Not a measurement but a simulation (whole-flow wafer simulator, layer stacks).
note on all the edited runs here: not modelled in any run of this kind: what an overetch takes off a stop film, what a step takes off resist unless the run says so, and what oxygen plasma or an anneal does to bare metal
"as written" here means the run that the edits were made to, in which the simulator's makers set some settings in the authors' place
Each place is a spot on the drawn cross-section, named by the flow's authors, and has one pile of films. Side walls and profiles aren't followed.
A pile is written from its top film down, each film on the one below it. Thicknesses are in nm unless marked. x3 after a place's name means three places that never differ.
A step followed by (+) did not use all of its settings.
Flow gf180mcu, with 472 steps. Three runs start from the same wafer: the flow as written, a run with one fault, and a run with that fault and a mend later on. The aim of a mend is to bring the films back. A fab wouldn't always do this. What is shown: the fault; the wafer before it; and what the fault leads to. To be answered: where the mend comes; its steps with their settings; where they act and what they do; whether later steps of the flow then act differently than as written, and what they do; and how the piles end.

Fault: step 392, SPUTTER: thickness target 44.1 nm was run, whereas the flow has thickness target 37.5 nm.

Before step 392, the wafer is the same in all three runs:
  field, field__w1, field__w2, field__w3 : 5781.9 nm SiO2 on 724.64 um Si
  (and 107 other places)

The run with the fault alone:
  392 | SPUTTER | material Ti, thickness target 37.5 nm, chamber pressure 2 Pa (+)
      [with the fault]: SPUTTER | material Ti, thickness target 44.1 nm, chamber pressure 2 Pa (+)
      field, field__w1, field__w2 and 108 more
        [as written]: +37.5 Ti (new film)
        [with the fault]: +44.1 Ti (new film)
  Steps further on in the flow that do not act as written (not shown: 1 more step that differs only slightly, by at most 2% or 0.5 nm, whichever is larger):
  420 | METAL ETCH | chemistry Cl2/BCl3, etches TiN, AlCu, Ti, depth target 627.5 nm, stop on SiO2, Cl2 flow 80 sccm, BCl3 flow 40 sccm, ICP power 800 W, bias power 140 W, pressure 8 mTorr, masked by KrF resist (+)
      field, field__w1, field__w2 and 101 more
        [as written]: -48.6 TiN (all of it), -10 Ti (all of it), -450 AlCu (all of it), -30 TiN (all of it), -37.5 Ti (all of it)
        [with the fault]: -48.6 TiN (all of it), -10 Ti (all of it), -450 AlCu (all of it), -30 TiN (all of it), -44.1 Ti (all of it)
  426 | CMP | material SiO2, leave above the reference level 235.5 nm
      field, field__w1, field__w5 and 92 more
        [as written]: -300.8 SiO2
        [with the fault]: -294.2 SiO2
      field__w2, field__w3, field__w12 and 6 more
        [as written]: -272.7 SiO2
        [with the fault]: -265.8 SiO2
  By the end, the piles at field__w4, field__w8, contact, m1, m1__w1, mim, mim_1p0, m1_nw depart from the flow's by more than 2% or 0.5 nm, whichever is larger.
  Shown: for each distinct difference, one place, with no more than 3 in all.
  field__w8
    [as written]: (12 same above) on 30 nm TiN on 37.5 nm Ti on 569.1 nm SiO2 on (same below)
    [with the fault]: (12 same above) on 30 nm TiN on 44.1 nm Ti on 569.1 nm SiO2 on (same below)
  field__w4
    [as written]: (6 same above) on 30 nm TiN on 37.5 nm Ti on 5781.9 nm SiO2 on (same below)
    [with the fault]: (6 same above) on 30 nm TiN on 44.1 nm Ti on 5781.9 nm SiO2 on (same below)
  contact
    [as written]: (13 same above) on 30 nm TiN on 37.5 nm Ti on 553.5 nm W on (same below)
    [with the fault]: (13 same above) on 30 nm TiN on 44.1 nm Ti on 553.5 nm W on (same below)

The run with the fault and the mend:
  After step 419 comes the mend.
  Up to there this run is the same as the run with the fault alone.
  420 | METAL ETCH | chemistry Cl2/BCl3, etches TiN, AlCu, Ti, depth target 634.1 nm, stop on SiO2, Cl2 flow 80 sccm, BCl3 flow 40 sccm, ICP power 800 W, bias power 140 W, pressure 8 mTorr, masked by KrF resist (+) (the flow's step 420, as written with depth target 627.5 nm)
      field, field__w1, field__w2 and 101 more
        -48.6 TiN (all of it), -10 Ti (all of it), -450 AlCu (all of it), -30 TiN (all of it), -44.1 Ti (all of it)
      field__w4, field__w8, contact, m1, m1__w1, mim, mim_1p0, m1_nw
        -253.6 KrF resist
  Steps further on in the flow that do not act as written (not shown: 2 more steps that differ only slightly, by at most 2% or 0.5 nm, whichever is larger):
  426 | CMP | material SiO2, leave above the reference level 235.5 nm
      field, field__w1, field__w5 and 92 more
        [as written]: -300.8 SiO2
        [with the mend]: -294.2 SiO2
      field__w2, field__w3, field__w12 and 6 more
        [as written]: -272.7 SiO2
        [with the mend]: -265.8 SiO2
  By the end, the piles at field__w4, field__w8, contact, m1, m1__w1, mim, mim_1p0, m1_nw depart from the flow's by more than 2% or 0.5 nm, whichever is larger.
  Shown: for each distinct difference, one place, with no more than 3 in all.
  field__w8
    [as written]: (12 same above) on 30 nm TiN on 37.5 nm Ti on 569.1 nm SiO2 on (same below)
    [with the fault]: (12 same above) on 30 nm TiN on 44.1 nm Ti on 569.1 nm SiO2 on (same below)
    [with the mend]: (12 same above) on 30 nm TiN on 44.1 nm Ti on 569.1 nm SiO2 on (same below)
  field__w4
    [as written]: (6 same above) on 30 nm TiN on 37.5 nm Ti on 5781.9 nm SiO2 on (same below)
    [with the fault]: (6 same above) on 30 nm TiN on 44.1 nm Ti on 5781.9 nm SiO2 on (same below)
    [with the mend]: (6 same above) on 30 nm TiN on 44.1 nm Ti on 5781.9 nm SiO2 on (same below)
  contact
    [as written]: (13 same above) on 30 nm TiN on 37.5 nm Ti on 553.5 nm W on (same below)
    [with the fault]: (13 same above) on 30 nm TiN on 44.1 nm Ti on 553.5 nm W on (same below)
    [with the mend]: (13 same above) on 30 nm TiN on 44.1 nm Ti on 553.5 nm W on (same below)
